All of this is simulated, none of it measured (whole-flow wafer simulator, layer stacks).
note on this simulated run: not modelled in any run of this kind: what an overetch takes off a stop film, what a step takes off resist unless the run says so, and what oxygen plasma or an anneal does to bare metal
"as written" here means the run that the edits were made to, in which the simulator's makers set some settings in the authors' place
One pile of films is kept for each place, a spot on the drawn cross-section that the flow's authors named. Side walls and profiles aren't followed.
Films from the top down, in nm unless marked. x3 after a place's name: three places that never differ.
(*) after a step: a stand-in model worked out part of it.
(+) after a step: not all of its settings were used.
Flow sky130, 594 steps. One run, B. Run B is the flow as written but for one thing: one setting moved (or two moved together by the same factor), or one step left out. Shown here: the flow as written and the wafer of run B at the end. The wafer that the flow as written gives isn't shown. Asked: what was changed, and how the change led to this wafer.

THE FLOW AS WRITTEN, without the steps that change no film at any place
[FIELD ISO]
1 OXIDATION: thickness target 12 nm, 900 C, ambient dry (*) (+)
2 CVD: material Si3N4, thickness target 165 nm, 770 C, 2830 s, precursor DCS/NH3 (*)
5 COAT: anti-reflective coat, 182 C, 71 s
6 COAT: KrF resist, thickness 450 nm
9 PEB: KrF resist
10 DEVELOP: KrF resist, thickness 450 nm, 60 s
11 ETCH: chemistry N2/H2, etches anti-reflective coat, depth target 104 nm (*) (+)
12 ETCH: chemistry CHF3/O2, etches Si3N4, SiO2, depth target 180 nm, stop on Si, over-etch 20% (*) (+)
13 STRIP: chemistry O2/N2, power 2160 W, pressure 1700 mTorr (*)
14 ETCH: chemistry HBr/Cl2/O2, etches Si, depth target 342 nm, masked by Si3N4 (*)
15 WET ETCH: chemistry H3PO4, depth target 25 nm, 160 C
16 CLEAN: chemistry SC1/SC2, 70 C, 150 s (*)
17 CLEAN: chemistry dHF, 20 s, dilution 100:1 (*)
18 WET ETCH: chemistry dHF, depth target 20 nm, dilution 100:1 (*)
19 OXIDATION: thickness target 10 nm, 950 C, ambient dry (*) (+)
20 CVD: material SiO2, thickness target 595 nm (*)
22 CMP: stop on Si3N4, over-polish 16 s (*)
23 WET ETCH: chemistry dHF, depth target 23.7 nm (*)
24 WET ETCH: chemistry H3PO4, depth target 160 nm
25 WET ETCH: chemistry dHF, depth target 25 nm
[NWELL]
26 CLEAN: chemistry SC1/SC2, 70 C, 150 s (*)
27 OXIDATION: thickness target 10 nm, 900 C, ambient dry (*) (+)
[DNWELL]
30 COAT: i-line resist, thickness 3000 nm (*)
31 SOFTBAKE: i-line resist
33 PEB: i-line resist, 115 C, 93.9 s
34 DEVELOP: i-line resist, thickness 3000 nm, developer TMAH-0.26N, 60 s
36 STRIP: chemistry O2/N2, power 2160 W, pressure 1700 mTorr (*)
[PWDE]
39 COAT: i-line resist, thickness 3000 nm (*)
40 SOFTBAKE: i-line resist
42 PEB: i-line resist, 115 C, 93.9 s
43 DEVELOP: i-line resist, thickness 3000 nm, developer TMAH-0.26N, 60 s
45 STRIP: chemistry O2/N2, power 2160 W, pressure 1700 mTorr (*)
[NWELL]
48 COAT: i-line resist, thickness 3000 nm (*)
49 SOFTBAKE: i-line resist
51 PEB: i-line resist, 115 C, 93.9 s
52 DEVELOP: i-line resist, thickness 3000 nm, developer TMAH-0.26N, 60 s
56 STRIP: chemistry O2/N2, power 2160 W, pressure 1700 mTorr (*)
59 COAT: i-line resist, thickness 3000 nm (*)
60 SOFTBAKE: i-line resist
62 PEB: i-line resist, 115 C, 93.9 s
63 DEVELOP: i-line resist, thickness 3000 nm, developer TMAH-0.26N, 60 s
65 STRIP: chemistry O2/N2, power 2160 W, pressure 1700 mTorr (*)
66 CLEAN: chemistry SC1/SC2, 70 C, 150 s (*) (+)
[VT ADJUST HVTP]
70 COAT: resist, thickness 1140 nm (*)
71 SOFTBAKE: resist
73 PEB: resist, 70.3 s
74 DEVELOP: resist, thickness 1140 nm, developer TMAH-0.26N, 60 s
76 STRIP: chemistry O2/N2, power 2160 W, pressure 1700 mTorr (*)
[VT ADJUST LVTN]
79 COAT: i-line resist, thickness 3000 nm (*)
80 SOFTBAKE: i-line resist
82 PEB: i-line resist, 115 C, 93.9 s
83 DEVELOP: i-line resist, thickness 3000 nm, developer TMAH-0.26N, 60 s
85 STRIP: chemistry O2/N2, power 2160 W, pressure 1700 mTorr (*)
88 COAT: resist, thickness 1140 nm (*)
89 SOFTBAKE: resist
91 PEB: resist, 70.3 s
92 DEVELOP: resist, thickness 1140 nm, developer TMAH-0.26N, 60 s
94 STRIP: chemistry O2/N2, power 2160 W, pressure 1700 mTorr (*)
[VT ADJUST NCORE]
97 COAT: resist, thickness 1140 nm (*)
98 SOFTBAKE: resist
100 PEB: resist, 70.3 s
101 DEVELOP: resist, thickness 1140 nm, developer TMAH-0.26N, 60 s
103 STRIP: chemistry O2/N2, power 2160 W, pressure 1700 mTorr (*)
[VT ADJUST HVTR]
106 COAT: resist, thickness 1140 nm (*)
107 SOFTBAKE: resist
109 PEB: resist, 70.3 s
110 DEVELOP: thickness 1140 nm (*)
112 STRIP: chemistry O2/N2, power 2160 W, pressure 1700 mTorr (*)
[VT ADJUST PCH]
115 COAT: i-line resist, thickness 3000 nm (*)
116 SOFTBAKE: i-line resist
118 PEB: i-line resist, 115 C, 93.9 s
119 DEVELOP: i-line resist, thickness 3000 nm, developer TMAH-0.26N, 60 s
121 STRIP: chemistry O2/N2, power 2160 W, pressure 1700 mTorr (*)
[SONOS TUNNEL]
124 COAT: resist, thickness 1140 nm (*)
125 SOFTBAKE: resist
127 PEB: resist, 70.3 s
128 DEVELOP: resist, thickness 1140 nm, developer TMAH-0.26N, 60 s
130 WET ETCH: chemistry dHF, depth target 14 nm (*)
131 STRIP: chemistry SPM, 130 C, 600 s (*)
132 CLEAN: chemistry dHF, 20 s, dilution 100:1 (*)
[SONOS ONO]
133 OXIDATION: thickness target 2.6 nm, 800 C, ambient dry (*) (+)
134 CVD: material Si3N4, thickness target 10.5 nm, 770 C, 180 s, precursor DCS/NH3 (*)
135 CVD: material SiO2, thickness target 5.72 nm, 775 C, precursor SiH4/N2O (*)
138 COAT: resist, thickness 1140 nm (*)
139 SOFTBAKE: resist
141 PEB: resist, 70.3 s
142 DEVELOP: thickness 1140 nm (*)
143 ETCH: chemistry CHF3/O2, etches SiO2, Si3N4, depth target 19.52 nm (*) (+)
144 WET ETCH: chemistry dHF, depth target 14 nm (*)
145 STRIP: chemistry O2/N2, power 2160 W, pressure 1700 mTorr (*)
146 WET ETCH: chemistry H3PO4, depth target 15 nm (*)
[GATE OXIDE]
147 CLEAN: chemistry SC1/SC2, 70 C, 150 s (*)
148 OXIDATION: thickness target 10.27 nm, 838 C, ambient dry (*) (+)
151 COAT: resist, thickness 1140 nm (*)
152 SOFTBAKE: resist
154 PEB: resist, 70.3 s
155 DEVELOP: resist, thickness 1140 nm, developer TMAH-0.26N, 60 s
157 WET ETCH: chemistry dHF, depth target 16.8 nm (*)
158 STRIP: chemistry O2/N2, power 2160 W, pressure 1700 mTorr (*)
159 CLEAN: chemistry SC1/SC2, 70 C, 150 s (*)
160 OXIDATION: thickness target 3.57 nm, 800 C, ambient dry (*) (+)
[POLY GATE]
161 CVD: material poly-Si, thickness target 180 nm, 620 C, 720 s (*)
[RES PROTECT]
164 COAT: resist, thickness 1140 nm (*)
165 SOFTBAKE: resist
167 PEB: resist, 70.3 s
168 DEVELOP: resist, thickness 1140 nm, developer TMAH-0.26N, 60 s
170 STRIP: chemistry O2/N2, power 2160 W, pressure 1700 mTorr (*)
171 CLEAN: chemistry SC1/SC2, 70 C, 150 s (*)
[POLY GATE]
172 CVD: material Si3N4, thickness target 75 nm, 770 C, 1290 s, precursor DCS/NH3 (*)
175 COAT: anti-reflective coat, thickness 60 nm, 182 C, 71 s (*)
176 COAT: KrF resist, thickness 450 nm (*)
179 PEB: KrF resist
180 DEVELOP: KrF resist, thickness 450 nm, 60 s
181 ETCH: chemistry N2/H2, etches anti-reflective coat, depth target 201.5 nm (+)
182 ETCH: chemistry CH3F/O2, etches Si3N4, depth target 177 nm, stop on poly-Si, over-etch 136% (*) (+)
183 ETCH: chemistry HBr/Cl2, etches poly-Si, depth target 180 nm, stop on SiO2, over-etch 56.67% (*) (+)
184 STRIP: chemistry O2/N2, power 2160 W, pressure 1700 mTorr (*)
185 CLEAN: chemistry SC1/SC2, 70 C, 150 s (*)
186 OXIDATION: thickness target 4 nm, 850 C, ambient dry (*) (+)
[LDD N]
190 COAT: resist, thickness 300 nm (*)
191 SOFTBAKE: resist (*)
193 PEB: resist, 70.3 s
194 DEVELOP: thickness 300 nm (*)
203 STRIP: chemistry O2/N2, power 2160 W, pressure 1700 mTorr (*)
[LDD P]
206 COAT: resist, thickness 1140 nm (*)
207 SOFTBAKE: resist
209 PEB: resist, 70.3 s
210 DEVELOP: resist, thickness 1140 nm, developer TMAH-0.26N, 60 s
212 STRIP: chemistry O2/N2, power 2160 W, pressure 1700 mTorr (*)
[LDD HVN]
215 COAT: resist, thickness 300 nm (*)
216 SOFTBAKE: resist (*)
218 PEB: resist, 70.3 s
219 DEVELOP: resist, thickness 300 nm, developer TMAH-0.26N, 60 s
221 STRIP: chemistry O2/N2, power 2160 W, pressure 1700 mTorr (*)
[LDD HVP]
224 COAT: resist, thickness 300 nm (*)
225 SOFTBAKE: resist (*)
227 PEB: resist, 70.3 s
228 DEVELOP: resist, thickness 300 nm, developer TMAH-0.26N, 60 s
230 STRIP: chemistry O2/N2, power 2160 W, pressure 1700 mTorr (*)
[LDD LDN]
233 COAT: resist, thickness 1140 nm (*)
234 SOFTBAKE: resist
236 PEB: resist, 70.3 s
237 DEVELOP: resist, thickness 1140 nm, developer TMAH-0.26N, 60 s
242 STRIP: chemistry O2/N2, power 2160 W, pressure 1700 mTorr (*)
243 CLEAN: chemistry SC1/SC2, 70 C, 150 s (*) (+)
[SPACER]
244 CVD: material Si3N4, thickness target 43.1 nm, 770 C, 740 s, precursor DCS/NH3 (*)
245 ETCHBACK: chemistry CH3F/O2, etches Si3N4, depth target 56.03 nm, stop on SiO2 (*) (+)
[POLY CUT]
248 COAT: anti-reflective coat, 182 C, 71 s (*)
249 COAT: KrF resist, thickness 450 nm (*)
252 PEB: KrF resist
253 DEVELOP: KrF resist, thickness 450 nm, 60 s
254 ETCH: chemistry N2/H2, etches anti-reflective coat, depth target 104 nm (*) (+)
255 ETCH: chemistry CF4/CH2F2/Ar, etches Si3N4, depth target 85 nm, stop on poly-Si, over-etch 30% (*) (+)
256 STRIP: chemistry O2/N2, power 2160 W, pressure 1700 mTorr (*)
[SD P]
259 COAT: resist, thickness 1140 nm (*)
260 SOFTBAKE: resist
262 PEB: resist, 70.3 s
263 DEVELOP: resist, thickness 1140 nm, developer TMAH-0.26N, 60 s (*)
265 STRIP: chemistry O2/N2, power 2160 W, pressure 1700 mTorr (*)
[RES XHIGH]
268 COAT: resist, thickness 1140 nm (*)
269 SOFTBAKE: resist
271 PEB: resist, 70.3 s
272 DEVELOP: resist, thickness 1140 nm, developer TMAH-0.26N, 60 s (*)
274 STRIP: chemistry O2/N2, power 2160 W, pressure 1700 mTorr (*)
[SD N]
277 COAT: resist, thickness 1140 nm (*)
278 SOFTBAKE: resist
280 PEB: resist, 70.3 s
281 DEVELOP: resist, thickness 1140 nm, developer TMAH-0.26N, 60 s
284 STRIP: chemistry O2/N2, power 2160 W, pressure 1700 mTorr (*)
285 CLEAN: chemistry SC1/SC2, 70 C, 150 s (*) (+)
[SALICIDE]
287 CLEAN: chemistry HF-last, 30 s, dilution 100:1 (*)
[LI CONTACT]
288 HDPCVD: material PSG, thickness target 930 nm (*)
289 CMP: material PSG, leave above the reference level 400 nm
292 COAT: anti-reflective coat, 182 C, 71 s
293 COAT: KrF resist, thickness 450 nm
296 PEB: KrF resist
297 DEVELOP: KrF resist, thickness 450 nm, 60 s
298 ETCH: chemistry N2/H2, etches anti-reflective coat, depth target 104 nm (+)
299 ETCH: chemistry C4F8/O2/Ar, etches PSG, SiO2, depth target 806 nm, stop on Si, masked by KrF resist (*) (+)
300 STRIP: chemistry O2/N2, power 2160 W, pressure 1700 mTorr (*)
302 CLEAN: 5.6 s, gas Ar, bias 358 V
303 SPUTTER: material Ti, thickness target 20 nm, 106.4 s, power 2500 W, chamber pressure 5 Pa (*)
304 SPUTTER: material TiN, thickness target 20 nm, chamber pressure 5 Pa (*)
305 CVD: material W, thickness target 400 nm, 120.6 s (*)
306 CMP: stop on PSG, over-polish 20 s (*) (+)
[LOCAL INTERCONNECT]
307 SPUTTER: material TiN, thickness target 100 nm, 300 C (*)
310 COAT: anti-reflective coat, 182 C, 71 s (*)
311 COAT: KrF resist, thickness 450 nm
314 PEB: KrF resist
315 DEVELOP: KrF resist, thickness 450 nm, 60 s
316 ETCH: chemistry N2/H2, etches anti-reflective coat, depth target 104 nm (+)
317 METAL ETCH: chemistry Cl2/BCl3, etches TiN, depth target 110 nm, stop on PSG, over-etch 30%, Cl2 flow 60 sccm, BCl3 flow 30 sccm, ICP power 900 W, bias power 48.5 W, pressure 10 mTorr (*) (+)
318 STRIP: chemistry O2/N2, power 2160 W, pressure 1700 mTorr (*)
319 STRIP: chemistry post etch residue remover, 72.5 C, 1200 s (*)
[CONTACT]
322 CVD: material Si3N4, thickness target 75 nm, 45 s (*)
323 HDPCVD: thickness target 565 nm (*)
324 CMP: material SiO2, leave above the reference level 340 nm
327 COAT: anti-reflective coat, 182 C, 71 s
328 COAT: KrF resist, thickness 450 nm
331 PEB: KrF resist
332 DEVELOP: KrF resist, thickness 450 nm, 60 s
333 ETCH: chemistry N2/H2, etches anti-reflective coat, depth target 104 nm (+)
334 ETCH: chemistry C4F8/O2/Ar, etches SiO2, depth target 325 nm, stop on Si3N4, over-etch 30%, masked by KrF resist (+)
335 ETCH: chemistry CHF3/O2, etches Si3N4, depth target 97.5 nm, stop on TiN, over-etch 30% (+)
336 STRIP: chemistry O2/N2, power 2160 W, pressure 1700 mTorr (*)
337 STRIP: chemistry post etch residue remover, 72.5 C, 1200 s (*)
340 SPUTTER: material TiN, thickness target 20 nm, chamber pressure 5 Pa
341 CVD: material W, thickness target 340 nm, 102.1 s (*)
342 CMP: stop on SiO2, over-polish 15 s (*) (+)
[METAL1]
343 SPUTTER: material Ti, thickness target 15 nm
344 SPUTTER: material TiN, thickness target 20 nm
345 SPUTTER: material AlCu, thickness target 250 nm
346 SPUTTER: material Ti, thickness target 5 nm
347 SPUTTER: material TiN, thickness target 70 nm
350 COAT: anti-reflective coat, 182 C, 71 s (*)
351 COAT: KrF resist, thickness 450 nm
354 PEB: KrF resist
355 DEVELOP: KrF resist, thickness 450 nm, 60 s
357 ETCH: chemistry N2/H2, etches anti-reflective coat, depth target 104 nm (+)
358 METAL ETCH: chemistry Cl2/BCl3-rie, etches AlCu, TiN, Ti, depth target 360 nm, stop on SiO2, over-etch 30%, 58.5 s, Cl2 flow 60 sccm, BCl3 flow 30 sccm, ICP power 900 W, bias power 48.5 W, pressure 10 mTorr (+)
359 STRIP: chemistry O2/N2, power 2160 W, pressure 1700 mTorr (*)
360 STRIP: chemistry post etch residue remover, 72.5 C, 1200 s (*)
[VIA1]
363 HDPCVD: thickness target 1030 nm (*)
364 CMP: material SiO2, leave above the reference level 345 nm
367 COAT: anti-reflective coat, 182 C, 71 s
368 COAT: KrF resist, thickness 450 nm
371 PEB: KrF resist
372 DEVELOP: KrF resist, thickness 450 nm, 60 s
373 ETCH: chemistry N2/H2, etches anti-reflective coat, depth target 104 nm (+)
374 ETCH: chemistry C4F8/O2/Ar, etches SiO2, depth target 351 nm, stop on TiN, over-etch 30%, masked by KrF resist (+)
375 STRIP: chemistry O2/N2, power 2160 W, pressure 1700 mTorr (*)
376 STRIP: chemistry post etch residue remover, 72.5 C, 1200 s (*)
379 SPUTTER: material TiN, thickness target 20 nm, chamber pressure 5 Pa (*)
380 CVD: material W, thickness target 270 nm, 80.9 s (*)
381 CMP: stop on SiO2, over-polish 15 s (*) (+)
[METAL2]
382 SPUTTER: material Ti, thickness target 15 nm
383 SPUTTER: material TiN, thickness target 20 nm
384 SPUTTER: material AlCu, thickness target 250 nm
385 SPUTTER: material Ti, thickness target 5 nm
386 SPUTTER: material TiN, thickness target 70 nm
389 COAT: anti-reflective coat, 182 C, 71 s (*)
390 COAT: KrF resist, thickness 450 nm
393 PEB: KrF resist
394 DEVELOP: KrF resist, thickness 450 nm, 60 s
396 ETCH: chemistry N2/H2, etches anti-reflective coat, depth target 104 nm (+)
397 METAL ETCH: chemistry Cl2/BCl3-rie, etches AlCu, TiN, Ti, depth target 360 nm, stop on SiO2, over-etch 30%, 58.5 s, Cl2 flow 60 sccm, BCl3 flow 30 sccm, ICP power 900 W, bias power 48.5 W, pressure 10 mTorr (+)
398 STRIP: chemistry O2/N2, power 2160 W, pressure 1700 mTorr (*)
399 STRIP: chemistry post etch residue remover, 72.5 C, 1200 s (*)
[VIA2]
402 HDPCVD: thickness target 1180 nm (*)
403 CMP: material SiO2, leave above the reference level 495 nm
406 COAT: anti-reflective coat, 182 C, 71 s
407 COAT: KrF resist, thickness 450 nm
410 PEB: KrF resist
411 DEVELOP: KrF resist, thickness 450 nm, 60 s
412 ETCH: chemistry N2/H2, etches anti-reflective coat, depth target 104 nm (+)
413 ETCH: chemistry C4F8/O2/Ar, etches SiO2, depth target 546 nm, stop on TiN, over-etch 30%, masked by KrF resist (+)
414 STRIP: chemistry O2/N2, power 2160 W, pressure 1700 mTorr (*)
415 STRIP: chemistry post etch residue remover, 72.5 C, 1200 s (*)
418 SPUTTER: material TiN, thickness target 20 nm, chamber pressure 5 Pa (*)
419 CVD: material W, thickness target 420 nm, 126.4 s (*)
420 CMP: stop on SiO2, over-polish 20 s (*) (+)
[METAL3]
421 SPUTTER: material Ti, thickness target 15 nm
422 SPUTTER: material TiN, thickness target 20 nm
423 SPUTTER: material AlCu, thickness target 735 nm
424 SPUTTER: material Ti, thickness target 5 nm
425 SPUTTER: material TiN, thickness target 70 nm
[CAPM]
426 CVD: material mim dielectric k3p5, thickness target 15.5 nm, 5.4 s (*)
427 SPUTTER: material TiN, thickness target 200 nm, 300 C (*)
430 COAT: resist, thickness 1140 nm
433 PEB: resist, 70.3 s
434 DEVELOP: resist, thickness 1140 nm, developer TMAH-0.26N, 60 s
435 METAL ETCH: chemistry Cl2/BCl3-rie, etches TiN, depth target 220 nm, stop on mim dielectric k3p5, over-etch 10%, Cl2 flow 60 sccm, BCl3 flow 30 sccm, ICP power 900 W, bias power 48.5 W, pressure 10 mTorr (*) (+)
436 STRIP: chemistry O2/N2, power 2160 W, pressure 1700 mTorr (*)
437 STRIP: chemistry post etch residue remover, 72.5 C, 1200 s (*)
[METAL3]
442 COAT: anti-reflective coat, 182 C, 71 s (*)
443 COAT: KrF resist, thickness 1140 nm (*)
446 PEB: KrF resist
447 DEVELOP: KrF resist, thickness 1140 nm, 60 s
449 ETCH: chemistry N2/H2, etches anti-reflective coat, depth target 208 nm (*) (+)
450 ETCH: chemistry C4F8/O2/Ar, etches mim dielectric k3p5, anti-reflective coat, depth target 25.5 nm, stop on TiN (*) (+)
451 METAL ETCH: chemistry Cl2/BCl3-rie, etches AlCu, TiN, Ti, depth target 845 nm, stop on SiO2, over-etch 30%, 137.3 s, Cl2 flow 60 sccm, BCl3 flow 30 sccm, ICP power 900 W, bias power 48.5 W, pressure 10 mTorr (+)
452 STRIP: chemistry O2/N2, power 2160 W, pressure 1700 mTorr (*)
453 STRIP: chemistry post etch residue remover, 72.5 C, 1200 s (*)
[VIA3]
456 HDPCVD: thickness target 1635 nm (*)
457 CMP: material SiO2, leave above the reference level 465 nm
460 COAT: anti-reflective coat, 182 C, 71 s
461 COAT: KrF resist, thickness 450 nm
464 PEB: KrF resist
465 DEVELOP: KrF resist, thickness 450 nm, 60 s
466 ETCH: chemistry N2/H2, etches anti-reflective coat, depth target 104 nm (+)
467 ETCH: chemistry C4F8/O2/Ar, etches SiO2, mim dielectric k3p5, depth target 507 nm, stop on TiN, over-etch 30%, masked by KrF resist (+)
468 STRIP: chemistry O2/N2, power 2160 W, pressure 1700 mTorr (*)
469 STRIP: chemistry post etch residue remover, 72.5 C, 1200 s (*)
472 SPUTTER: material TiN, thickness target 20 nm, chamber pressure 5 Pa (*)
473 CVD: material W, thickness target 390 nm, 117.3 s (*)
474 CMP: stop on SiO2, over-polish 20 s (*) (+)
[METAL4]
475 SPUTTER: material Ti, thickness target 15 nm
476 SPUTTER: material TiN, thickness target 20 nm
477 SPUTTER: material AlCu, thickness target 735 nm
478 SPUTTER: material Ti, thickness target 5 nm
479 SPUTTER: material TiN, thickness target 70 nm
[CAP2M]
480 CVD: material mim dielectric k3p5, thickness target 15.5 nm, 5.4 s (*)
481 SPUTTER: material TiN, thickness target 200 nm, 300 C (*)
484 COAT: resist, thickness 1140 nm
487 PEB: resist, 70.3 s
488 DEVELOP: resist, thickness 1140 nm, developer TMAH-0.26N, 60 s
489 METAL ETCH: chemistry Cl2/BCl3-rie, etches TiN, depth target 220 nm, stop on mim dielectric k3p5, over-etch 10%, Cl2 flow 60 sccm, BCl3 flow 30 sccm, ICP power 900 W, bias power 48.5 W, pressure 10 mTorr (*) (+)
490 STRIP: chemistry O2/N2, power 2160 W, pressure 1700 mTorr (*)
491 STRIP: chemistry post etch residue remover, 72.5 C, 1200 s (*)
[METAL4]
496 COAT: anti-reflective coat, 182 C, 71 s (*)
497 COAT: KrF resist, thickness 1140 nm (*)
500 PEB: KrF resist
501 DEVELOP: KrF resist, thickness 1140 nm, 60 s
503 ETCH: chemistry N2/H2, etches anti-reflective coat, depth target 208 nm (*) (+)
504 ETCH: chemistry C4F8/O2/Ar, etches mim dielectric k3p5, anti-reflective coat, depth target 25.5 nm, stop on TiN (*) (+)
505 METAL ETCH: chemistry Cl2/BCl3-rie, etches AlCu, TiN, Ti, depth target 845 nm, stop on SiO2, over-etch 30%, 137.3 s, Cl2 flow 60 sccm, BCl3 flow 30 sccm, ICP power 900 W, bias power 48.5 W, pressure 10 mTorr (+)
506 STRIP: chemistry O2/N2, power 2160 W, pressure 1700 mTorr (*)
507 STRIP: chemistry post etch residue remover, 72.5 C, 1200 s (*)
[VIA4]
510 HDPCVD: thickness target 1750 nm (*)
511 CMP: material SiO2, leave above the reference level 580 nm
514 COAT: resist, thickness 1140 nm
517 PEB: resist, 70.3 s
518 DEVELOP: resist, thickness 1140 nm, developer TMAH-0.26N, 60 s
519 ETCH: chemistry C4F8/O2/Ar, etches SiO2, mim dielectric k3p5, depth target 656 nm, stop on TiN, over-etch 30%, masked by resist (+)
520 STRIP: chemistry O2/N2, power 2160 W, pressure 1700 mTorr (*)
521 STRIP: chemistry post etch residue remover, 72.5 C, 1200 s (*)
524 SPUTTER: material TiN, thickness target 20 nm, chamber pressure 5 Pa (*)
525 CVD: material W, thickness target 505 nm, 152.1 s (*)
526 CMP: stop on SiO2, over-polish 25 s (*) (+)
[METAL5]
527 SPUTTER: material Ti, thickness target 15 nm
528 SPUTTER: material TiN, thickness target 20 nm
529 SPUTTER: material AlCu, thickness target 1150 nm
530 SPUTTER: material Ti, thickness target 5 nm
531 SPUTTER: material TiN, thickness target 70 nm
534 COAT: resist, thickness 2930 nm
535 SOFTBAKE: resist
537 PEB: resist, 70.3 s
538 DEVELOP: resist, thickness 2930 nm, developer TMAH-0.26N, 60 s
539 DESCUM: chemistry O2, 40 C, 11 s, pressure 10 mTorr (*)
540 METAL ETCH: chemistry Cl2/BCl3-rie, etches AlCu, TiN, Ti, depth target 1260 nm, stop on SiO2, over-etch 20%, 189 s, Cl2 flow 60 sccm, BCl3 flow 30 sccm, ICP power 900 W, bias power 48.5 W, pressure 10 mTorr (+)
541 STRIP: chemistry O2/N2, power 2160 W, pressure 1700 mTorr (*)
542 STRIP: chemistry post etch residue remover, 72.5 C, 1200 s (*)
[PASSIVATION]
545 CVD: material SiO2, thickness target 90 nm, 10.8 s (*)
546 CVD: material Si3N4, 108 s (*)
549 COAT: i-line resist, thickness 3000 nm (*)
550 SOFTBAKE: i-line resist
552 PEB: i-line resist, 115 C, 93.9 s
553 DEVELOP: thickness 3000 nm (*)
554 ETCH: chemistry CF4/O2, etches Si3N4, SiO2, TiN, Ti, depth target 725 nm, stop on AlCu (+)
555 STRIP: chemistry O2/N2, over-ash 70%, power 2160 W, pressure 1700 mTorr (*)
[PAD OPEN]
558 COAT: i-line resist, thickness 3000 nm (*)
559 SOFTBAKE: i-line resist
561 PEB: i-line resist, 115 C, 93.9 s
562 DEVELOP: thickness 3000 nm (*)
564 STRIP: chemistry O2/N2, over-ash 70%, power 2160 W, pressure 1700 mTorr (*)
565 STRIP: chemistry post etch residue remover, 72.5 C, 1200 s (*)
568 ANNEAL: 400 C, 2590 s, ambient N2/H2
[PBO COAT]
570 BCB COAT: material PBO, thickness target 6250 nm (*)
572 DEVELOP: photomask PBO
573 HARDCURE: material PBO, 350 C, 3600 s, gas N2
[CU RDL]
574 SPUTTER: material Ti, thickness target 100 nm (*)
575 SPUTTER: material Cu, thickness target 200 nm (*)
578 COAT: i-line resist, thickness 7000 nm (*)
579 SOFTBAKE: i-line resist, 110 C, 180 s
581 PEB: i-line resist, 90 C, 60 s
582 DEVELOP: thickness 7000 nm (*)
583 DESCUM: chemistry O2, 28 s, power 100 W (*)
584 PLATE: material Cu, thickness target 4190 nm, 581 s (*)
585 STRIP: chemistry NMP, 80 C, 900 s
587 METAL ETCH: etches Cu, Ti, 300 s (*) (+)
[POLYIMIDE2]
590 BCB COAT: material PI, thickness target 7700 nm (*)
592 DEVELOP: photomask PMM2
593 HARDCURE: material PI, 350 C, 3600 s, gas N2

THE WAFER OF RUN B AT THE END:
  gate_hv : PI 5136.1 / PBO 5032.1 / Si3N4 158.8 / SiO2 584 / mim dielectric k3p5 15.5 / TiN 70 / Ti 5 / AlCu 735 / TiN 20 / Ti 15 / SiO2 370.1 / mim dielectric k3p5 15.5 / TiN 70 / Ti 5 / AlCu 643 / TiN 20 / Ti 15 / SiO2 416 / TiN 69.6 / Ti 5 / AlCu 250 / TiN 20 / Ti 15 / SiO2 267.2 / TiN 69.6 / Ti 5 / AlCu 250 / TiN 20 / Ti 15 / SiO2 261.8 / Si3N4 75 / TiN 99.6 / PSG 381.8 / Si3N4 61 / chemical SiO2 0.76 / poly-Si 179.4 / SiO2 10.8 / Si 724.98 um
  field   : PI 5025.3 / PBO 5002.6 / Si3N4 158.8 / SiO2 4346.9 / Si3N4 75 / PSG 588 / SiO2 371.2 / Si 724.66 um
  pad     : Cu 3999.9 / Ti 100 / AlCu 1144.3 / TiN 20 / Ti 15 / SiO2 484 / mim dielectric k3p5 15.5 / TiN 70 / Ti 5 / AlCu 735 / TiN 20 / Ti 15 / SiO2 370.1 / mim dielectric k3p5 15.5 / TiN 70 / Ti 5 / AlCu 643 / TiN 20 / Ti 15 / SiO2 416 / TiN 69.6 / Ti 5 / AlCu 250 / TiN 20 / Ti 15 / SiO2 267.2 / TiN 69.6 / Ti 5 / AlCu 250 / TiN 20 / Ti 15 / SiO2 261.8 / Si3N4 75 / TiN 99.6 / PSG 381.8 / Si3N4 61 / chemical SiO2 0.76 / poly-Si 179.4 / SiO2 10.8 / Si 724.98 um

The cause: step 423, SPUTTER: thickness target 643 nm was run, where the flow has thickness target 735 nm.
It can be read off the wafer: gate_hv has AlCu 643, and step 423 as written asks for 735 nm.

How the change led to this, step by step:
  423 SPUTTER: material AlCu, thickness target 735 nm
      field, active, n_well and 188 more: AlCu +643 (new film) (as written it would be: AlCu +735 (new film))
  451 METAL ETCH: chemistry Cl2/BCl3-rie, etches AlCu, TiN, Ti, depth target 845 nm, stop on SiO2, over-etch 30%, 137.3 s, Cl2 flow 60 sccm, BCl3 flow 30 sccm, ICP power 900 W, bias power 48.5 W, pressure 10 mTorr (+)
      field, gate, spacer and 61 more: TiN -70 (all of it), Ti -5 (all of it), AlCu -643 (all of it), TiN -20 (all of it), Ti -15 (all of it), SiO2 -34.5 (as written it would be: TiN -70 (all of it), Ti -5 (all of it), AlCu -735 (all of it), TiN -20 (all of it), Ti -15 (all of it), SiO2 -25.4)
      active, vpp_l1ln, via_li1, sonos_guard_hv, iso_guard_nw, rxpo_ln, rpm_encl_urpm: TiN -70 (all of it), Ti -5 (all of it), AlCu -643 (all of it), TiN -20 (all of it), Ti -15 (all of it), SiO2 -34.5 (as written it would be: TiN -70 (all of it), Ti -5 (all of it), AlCu -735 (all of it), TiN -20 (all of it), Ti -15 (all of it), SiO2 -25.3)
      (and at 14 more places)
  457 CMP: material SiO2, leave above the reference level 465 nm
      field, active, gate and 75 more: SiO2 -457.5 (as written it would be: SiO2 -374.7)
      vpp_iso1, m1_ln, poly_licon, vpp_l1ln, rpo_hd_licon, via1_hole, m1_ln_cd: SiO2 -457.4 (as written it would be: SiO2 -374.7)
